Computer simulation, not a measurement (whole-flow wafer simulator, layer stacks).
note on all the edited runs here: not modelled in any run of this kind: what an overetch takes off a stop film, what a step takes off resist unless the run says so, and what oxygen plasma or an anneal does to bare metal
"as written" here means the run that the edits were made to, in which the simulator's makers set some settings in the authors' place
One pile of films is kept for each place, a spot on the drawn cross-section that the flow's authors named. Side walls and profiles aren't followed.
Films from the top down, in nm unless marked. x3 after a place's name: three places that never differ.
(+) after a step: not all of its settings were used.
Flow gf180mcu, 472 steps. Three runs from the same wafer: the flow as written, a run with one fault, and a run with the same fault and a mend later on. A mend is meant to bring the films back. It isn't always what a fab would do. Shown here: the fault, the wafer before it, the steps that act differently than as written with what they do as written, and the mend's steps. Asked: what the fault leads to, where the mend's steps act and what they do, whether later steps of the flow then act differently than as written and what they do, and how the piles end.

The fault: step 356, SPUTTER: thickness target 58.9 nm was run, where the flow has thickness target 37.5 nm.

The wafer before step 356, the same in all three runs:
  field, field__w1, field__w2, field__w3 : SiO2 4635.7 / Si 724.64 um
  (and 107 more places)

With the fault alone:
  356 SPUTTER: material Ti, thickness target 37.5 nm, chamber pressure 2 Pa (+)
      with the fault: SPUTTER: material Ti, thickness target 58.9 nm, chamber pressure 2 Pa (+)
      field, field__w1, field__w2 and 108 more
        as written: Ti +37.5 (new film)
        with the fault: Ti +58.9 (new film)
  Later steps of the flow that act differently than as written:
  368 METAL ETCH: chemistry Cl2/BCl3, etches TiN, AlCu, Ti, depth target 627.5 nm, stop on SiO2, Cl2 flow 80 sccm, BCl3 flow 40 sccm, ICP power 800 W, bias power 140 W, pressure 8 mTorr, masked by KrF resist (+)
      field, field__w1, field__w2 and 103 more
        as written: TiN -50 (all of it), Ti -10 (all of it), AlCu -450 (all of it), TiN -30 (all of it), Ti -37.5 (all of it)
        with the fault: TiN -50 (all of it), Ti -10 (all of it), AlCu -450 (all of it), TiN -30 (all of it), Ti -58.9 (all of it)
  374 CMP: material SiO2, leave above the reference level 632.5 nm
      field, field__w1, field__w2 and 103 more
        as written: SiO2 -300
        with the fault: SiO2 -278.6
  At the end the piles differ from the flow's by more than 2% or 0.5 nm, whichever is larger, at field__w8, contact, m1, m1__w1, m1_nw.
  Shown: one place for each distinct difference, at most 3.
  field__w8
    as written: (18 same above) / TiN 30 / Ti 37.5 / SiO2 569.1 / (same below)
    with the fault: (18 same above) / TiN 30 / Ti 58.9 / SiO2 569.1 / (same below)
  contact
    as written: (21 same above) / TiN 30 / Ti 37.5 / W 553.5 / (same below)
    with the fault: (21 same above) / TiN 30 / Ti 58.9 / W 553.5 / (same below)

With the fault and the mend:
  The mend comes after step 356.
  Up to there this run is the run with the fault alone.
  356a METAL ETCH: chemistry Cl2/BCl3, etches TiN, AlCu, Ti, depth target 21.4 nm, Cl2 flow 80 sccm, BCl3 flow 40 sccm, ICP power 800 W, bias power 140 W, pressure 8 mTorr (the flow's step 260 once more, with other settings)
      field, field__w1, field__w2 and 108 more
        Ti -21.4
  No later step of the flow acts differently than as written at any place that is followed.
  At the end the piles are the same as the flow's at every place that both follow.
